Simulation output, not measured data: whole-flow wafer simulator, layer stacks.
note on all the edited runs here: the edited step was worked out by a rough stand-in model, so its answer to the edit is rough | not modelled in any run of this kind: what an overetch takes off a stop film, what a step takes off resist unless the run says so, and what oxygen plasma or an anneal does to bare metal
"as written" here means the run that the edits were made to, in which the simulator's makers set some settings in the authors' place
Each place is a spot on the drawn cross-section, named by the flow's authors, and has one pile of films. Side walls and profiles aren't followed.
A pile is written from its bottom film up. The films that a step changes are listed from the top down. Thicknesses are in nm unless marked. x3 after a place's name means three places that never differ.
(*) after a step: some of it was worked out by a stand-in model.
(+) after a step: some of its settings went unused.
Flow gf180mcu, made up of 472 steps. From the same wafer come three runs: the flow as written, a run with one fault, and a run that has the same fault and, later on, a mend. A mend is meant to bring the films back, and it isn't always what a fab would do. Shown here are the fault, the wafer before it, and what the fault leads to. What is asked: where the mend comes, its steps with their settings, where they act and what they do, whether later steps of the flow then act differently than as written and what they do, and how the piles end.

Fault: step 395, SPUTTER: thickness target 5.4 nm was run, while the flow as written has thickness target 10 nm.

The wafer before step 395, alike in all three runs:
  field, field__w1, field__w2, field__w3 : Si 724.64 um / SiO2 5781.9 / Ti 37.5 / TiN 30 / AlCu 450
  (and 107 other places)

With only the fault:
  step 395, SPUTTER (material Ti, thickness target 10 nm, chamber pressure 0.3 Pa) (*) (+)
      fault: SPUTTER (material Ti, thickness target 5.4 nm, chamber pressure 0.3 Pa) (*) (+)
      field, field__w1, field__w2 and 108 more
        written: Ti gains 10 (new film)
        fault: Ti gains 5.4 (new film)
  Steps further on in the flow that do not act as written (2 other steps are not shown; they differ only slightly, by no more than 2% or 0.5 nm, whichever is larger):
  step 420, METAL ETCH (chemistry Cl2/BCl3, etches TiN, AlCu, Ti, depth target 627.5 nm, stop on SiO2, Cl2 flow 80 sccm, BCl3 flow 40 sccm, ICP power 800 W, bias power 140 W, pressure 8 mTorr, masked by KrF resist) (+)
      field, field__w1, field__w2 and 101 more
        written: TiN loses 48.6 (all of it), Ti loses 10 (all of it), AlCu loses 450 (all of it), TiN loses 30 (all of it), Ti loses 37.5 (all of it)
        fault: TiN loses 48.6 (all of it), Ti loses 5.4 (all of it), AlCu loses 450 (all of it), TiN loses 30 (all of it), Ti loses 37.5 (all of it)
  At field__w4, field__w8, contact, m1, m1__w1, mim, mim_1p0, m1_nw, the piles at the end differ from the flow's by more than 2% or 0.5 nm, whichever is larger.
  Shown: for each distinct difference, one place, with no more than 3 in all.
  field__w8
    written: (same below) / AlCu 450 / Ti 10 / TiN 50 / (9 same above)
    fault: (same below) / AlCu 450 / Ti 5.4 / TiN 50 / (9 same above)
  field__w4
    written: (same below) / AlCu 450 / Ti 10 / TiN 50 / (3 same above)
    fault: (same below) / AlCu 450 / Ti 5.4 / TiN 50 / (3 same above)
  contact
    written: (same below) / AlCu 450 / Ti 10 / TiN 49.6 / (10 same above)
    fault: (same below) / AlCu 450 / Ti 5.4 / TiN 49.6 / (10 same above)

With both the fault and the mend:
  The mend stands after step 395.
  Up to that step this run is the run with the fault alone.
  step 395a, SPUTTER (material Ti, thickness target 4.6 nm, chamber pressure 0.3 Pa) (*) (+) (the flow's step 395 again, with other settings)
      field, field__w1, field__w2 and 108 more
        Ti gains 4.6
  Later steps of the flow that are run all act as written at every place that is followed.
  At every place that both follow, the piles at the end match the flow's.
